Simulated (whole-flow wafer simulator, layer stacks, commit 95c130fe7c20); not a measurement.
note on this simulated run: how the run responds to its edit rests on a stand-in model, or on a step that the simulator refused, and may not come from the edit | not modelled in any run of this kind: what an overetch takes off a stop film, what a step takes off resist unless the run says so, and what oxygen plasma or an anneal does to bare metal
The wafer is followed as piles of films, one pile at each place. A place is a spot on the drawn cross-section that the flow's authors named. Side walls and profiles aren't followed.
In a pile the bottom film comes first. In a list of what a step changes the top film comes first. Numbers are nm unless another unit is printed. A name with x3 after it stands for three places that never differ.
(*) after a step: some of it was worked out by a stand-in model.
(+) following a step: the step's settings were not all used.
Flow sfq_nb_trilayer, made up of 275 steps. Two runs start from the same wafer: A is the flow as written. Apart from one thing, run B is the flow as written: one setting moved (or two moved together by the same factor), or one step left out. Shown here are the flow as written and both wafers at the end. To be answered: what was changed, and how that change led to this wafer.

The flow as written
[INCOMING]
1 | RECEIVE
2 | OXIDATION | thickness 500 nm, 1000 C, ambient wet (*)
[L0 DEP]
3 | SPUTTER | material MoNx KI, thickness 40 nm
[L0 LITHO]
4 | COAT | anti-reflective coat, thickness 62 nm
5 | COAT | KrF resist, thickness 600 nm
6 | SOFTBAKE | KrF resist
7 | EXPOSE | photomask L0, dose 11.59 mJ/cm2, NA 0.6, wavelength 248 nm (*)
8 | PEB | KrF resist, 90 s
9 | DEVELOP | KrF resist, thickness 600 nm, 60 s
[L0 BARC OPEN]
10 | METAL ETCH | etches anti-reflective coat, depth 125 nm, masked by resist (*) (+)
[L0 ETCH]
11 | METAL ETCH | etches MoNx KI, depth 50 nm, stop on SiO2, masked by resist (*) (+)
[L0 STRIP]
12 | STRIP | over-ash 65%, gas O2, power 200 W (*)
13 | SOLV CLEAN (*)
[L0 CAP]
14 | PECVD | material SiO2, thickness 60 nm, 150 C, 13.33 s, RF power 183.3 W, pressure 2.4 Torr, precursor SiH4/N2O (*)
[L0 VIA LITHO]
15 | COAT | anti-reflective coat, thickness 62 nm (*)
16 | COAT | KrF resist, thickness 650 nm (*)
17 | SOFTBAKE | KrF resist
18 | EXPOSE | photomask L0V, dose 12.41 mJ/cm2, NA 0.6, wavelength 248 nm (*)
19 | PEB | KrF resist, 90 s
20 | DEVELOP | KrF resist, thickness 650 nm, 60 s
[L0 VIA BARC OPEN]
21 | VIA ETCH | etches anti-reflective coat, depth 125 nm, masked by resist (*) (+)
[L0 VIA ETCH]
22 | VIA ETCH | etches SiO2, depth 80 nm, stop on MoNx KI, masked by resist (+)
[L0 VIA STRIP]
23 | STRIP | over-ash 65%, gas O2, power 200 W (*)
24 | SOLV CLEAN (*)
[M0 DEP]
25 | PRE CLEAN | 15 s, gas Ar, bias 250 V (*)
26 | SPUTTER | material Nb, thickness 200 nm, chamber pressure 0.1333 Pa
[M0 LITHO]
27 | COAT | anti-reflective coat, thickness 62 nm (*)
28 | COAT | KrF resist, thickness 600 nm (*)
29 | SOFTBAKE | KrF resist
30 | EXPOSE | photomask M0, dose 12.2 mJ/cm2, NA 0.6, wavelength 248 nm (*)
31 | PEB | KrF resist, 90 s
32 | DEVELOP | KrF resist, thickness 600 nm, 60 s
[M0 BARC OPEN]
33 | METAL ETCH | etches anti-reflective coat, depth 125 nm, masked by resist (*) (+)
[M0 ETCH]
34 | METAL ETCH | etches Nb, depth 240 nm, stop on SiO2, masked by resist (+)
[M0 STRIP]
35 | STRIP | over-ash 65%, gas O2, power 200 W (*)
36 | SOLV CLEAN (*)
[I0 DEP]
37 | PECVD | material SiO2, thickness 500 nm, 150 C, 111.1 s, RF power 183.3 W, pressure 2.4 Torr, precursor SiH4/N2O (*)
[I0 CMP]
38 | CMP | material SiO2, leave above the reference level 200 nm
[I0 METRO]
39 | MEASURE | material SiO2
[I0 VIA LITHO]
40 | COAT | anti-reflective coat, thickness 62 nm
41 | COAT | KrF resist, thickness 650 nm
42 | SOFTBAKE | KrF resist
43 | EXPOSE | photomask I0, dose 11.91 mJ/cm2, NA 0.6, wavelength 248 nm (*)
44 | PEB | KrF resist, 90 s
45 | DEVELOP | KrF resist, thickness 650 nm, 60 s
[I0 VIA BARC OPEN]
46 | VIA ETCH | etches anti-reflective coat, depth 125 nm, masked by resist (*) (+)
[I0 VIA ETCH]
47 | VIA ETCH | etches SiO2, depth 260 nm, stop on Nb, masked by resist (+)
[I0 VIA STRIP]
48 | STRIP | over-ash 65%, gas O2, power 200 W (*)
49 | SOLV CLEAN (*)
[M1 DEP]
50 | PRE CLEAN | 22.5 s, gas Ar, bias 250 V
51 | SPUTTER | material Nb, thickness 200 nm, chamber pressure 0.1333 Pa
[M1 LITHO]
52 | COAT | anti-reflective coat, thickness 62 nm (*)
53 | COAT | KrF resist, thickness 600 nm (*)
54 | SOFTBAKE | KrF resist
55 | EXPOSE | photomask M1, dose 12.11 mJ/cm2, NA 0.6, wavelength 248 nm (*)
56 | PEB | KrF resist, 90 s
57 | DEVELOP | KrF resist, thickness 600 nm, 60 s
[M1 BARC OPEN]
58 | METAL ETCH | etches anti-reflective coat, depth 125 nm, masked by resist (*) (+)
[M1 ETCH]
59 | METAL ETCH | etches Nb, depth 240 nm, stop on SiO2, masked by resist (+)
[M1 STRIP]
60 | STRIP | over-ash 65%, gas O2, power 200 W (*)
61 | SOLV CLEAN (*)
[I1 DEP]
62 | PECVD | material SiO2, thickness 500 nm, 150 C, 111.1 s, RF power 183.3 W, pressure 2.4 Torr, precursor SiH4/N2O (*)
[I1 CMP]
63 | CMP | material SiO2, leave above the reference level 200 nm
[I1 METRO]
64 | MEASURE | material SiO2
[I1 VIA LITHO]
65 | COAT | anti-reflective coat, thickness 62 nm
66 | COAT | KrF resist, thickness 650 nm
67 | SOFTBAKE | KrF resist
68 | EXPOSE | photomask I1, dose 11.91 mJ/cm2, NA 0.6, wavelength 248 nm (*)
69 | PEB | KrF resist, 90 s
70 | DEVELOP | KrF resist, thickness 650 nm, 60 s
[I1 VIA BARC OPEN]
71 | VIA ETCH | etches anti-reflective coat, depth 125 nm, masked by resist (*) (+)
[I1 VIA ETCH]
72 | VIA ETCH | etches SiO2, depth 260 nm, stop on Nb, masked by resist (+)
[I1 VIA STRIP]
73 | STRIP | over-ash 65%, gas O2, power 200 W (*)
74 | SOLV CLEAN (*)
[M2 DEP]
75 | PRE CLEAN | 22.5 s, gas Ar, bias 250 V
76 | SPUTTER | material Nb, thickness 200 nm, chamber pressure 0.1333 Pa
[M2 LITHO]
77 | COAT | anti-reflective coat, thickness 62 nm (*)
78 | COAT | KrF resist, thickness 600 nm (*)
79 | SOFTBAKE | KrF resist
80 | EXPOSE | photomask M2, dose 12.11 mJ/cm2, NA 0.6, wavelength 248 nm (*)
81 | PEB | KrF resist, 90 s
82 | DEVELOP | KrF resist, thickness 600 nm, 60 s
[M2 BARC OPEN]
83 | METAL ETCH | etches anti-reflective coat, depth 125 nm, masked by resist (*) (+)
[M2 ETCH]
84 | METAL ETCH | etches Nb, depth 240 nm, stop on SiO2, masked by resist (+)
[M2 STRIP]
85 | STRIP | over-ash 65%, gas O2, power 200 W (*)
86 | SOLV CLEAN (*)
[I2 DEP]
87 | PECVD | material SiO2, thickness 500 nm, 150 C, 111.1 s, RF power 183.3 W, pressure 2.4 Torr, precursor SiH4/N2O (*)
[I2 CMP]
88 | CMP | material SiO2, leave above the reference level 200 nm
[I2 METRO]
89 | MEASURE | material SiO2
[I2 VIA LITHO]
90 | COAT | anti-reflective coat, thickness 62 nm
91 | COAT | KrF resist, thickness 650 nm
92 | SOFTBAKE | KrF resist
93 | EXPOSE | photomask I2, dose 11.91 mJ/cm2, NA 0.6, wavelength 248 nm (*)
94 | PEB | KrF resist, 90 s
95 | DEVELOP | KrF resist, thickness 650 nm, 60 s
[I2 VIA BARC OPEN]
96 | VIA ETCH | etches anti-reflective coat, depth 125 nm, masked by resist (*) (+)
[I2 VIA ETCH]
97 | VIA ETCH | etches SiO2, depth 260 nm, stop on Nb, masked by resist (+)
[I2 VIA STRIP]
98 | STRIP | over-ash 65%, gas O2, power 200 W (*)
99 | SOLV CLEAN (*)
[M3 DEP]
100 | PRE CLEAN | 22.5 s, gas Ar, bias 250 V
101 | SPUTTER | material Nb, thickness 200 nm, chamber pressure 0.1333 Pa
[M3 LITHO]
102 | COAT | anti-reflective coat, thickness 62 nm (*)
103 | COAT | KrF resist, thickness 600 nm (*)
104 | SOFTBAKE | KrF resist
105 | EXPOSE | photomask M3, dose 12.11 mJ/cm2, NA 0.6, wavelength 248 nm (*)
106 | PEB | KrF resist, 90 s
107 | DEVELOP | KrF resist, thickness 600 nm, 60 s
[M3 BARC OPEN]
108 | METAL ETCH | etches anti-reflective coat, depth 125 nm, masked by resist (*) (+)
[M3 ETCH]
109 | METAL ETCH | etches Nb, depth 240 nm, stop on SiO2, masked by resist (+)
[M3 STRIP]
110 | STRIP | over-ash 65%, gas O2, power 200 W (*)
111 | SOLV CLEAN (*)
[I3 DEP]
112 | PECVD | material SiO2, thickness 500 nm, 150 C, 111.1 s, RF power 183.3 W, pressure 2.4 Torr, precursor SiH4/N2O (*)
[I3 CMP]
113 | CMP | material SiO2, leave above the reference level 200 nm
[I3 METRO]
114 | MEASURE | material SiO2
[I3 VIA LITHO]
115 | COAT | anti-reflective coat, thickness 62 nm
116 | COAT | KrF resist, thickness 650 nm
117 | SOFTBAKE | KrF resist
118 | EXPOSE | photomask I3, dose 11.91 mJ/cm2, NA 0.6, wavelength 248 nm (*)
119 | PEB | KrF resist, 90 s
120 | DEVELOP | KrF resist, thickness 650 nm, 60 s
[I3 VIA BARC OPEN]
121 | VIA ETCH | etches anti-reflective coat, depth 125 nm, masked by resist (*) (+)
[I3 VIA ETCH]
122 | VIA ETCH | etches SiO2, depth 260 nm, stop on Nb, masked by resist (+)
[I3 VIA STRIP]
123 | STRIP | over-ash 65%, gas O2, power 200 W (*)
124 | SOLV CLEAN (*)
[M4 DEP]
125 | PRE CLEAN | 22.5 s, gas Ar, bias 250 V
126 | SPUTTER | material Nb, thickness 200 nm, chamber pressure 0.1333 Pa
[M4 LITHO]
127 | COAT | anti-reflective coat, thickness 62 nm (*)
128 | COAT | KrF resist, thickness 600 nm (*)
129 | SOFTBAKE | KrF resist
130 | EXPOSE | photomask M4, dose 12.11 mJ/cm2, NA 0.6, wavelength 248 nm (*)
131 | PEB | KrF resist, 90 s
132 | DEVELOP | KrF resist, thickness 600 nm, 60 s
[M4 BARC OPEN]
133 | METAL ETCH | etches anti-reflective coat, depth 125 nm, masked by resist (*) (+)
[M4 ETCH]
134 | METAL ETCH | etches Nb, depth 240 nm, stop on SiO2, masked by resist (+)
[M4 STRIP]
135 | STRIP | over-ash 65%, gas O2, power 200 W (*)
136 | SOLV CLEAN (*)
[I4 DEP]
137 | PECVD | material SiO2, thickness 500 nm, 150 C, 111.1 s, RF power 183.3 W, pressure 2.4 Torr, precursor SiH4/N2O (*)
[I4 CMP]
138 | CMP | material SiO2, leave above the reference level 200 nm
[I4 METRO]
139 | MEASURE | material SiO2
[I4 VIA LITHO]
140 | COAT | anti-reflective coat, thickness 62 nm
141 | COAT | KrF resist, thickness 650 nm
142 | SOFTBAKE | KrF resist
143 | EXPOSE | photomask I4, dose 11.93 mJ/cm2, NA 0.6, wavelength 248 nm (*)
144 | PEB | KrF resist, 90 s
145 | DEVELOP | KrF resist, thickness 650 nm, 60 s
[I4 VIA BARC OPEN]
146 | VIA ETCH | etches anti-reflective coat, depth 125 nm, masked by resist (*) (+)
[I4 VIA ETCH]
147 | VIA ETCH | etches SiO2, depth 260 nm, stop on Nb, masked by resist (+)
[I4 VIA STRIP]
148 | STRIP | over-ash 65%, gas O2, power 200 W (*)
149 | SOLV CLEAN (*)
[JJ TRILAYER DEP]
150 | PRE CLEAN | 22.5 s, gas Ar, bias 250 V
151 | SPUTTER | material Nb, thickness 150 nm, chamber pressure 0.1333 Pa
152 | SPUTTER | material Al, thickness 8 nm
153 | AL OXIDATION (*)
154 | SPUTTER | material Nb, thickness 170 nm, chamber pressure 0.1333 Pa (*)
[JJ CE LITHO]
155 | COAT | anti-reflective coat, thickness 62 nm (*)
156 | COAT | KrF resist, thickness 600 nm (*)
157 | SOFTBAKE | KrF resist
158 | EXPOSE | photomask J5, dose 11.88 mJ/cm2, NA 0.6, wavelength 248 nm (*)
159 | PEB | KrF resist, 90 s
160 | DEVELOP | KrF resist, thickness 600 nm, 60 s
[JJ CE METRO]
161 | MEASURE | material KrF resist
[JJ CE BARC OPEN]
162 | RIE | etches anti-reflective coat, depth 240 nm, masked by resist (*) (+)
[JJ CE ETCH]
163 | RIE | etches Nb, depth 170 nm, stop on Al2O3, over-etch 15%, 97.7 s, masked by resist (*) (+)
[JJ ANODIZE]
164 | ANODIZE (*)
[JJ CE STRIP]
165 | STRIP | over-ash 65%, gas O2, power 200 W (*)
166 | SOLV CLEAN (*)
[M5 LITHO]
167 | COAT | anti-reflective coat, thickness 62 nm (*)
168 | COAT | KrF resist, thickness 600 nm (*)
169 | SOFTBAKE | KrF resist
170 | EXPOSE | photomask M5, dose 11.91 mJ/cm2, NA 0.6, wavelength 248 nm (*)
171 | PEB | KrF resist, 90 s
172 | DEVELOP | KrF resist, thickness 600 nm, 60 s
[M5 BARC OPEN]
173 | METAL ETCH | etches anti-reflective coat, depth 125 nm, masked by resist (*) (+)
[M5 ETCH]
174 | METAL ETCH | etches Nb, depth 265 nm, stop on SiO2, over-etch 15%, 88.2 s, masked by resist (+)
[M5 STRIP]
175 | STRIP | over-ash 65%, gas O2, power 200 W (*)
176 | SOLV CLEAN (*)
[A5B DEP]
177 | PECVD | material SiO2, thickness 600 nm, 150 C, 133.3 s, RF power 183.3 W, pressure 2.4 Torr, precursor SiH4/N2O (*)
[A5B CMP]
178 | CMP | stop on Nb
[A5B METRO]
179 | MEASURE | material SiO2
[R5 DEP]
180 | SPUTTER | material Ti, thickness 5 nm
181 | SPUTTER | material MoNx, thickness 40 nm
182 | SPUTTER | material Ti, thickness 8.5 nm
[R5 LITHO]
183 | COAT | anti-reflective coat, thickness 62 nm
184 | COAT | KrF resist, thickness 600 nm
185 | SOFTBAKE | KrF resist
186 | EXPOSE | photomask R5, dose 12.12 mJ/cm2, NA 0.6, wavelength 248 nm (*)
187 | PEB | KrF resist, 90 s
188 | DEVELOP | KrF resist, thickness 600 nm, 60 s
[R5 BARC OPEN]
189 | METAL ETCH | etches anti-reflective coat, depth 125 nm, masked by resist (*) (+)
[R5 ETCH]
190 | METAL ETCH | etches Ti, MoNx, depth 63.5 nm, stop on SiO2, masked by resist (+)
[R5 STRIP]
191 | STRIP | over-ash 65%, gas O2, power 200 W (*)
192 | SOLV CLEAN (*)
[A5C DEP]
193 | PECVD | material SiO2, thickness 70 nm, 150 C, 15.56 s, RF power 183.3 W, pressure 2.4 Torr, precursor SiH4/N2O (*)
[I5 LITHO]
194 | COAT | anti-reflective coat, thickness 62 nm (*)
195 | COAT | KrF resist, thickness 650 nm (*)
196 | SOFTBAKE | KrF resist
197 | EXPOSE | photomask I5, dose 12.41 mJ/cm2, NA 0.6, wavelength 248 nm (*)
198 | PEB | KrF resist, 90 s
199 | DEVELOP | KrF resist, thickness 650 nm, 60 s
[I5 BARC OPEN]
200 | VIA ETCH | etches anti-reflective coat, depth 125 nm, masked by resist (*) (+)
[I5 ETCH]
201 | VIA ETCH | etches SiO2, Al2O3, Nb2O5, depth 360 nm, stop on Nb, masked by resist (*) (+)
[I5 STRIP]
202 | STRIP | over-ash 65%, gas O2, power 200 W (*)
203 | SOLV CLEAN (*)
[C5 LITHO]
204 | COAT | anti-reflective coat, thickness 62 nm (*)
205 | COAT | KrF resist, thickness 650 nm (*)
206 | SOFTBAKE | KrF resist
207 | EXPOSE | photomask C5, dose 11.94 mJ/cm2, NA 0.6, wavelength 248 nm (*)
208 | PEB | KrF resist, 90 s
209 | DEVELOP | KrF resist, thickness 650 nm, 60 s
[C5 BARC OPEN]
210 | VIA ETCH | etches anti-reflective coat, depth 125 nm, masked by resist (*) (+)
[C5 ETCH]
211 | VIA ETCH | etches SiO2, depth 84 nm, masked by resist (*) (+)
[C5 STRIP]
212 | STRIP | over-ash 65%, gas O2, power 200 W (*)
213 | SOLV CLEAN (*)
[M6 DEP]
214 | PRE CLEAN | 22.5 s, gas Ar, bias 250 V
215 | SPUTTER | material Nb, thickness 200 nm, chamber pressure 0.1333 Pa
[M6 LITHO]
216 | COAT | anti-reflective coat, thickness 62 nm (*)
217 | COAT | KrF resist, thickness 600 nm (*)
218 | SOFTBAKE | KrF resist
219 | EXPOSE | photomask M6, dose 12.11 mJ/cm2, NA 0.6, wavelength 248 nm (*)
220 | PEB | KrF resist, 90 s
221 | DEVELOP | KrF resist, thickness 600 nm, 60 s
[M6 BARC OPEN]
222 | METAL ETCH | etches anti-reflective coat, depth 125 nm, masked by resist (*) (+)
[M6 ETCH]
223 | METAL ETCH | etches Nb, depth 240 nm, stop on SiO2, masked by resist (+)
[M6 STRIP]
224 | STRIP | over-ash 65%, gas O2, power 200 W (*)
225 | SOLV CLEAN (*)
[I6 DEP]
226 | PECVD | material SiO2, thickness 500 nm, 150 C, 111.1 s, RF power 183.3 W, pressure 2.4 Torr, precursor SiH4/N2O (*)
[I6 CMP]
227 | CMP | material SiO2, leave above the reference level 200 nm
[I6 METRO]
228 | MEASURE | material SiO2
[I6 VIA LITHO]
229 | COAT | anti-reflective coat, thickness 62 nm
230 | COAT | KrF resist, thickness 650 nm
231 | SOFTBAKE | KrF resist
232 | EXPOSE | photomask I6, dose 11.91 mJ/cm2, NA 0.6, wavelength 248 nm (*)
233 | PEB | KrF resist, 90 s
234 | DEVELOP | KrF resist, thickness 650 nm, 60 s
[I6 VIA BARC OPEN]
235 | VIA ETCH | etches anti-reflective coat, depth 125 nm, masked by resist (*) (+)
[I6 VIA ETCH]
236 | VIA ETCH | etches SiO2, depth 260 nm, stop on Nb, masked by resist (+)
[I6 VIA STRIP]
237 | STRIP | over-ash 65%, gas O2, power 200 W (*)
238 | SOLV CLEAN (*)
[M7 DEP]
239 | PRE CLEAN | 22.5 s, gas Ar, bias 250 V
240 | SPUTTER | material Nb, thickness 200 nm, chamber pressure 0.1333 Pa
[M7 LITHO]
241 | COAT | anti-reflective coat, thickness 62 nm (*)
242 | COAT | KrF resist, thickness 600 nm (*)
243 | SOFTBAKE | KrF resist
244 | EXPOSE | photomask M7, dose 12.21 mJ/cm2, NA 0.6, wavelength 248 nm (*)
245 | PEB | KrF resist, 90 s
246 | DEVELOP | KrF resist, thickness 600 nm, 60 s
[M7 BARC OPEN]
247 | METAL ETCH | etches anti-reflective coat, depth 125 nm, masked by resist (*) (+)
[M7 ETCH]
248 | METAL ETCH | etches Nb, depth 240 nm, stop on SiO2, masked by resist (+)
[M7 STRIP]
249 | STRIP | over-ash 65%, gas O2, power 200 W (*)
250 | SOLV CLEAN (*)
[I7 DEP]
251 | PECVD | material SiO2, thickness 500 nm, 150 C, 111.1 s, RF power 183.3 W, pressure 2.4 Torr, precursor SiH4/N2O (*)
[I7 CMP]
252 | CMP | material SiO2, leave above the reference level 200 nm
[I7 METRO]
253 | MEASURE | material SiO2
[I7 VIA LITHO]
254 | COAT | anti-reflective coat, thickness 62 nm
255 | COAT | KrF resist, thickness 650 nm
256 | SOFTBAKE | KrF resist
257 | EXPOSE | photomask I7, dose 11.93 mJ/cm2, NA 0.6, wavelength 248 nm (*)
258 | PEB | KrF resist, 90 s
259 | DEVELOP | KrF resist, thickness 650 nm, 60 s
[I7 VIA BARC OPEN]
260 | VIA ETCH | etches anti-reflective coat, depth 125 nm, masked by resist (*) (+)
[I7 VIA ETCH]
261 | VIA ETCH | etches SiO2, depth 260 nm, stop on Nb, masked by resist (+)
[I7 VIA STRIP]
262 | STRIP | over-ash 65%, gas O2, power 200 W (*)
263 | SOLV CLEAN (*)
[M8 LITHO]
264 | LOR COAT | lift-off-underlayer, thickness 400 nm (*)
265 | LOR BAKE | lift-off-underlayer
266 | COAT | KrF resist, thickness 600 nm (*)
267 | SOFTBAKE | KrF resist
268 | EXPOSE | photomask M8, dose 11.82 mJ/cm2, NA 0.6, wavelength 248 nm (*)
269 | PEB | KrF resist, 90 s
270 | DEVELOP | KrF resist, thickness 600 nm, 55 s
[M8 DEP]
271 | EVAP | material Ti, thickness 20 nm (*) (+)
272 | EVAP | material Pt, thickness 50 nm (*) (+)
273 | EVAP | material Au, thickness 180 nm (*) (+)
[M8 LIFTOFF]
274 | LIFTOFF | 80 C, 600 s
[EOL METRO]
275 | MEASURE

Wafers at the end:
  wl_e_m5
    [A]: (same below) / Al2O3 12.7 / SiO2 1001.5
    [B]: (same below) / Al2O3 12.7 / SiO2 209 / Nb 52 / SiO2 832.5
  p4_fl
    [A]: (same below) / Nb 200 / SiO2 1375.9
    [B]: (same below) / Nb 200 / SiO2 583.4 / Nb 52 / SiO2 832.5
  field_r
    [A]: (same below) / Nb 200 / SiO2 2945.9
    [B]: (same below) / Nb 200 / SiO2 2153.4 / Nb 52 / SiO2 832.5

The reason: step 215, SPUTTER: thickness 292 nm was run, while the flow as written has thickness 200 nm.

The path from the change to this, step by step:
  215 | SPUTTER | material Nb, thickness 200 nm, chamber pressure 0.1333 Pa
      field_l, v_sur, via_wl and 100 more: A +200 Nb (new film) | B +292 Nb (new film)
      be: A +147.3 Nb | B +213.7 Nb
      (as well as at 2 more places)
  216 | COAT | anti-reflective coat, thickness 62 nm (*)
      be: A +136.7 anti-reflective coat (new film) | B +146 anti-reflective coat (new film)
      c5j: A +110.7 anti-reflective coat (new film) | B +113 anti-reflective coat (new film)
  223 | METAL ETCH | etches Nb, depth 240 nm, stop on SiO2, masked by resist (+)
      field_l, gap, moat and 76 more: A -200 Nb (all of it) | B -240 Nb
  224 | STRIP | over-ash 65%, gas O2, power 200 W (*)
      be: A -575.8 KrF resist (all of it), -136.7 anti-reflective coat (all of it) | B -589.8 KrF resist (all of it), -146 anti-reflective coat (all of it)
      c5j: A -418.3 KrF resist (all of it), -110.7 anti-reflective coat (all of it) | B -417.4 KrF resist (all of it), -113 anti-reflective coat (all of it)
  226 | PECVD | material SiO2, thickness 500 nm, 150 C, 111.1 s, RF power 183.3 W, pressure 2.4 Torr, precursor SiH4/N2O (*)
      field_l, p4_fl, p4_fm and 62 more: A +500 SiO2 | B +500 SiO2 (new film)
      moat, field_r, lsp_l, ln_m5, lsp_m: A +493.6 SiO2 | B +492.3 SiO2 (new film)
      (as well as at 10 more places)
  227 | CMP | material SiO2, leave above the reference level 200 nm
      field_l, p4_fl, p4_fm and 59 more: A -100 SiO2 | B -60 SiO2
      moat, field_r, lsp_l, ln_m5, lsp_m: A -93.6 SiO2 | B -52.3 SiO2
      (as well as at 9 more places)
With metal films that touch counted as one body, wl_e_m5 has 7 bodies (between them, from the top down: SiO2 209 / Al2O3 12.7 / Nb2O5 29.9; SiO2 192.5; SiO2 192.5; SiO2 192.5; SiO2 192.5; SiO2 192.5); the flow as written gives 6 bodies (between them, from the top down: SiO2 192.5; SiO2 192.5; SiO2 192.5; SiO2 192.5; SiO2 192.5).
With metal films that touch counted as one body, p4_fl has 3 bodies (between them, from the top down: SiO2 583.4; SiO2 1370); the flow as written gives 2 bodies (between them, from the top down: SiO2 1370).
With metal films that touch counted as one body, field_r has 2 bodies (between them, from the top down: SiO2 2153.4); the flow as written gives 1 body.
